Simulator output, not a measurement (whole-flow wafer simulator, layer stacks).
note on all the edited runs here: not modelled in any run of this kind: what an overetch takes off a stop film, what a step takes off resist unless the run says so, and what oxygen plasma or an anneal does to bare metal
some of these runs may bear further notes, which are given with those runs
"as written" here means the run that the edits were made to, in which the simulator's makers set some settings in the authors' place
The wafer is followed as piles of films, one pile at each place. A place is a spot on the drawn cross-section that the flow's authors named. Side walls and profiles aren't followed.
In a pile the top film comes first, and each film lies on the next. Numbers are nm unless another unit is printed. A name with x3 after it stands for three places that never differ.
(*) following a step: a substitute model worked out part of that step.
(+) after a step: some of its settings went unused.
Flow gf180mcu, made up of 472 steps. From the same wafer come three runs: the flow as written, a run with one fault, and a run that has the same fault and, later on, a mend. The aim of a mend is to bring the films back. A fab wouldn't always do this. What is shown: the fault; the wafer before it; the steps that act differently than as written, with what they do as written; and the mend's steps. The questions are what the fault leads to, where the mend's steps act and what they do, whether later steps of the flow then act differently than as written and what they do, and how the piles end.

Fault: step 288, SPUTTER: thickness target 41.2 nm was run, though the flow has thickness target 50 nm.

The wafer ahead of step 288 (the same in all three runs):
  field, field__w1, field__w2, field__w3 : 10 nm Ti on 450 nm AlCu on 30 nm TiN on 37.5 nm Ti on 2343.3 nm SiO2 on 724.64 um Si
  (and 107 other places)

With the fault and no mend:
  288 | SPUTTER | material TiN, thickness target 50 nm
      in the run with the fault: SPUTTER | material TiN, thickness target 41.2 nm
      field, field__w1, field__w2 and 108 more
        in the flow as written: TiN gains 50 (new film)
        in the run with the fault: TiN gains 41.2 (new film)
  Later steps of the flow acting differently than as written (5 other steps are not shown; they differ only slightly, by no more than 2% or 0.5 nm, whichever is larger):
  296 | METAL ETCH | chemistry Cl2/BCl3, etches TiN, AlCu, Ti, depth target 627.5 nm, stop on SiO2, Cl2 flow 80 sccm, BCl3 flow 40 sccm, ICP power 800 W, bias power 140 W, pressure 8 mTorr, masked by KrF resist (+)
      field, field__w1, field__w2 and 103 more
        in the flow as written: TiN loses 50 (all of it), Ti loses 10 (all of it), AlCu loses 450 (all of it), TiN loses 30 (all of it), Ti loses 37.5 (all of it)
        in the run with the fault: TiN loses 41.2 (all of it), Ti loses 10 (all of it), AlCu loses 450 (all of it), TiN loses 30 (all of it), Ti loses 37.5 (all of it)
  The piles end different from the flow's at field__w8, contact, m1, m1__w1, m1_nw by more than 2% or 0.5 nm, whichever is larger.
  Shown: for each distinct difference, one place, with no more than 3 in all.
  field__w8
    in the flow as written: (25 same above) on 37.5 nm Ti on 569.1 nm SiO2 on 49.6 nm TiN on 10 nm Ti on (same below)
    in the run with the fault: (25 same above) on 37.5 nm Ti on 577.9 nm SiO2 on 40.8 nm TiN on 10 nm Ti on (same below)
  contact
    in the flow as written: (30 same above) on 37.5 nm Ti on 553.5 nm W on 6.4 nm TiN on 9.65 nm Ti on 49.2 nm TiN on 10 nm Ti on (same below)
    in the run with the fault: (30 same above) on 37.5 nm Ti on 562.4 nm W on 6.37 nm TiN on 9.6 nm Ti on 40.4 nm TiN on 10 nm Ti on (same below)

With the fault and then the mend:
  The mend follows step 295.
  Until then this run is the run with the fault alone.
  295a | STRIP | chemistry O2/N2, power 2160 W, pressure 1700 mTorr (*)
      field__w8, contact, m1, m1__w1, m1_nw
        KrF resist loses 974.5 (all of it)
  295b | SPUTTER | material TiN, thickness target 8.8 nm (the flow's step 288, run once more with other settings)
      field, field__w1, field__w2 and 108 more
        TiN gains 8.8
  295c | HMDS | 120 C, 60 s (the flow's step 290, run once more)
      leaves every film unchanged at each place that is followed
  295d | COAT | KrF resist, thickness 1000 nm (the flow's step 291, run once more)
      field, field__w1, field__w2 and 108 more
        KrF resist gains 1000 (new film)
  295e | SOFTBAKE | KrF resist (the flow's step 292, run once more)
      leaves every film unchanged at each place that is followed
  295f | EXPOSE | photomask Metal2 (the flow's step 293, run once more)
      leaves every film unchanged at each place that is followed
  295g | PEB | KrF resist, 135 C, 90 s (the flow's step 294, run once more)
      field, field__w1, field__w2 and 108 more
        KrF resist loses 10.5
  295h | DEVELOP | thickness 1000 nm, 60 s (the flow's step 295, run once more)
      field, field__w1, field__w2 and 103 more
        KrF resist loses 989.5 (all of it)
      field__w8, contact, m1, m1__w1, m1_nw
        KrF resist loses 14.9
  Later steps of the flow that are run all act as written at every place that is followed.
  By the end, the piles equal the flow's at every place that both follow.
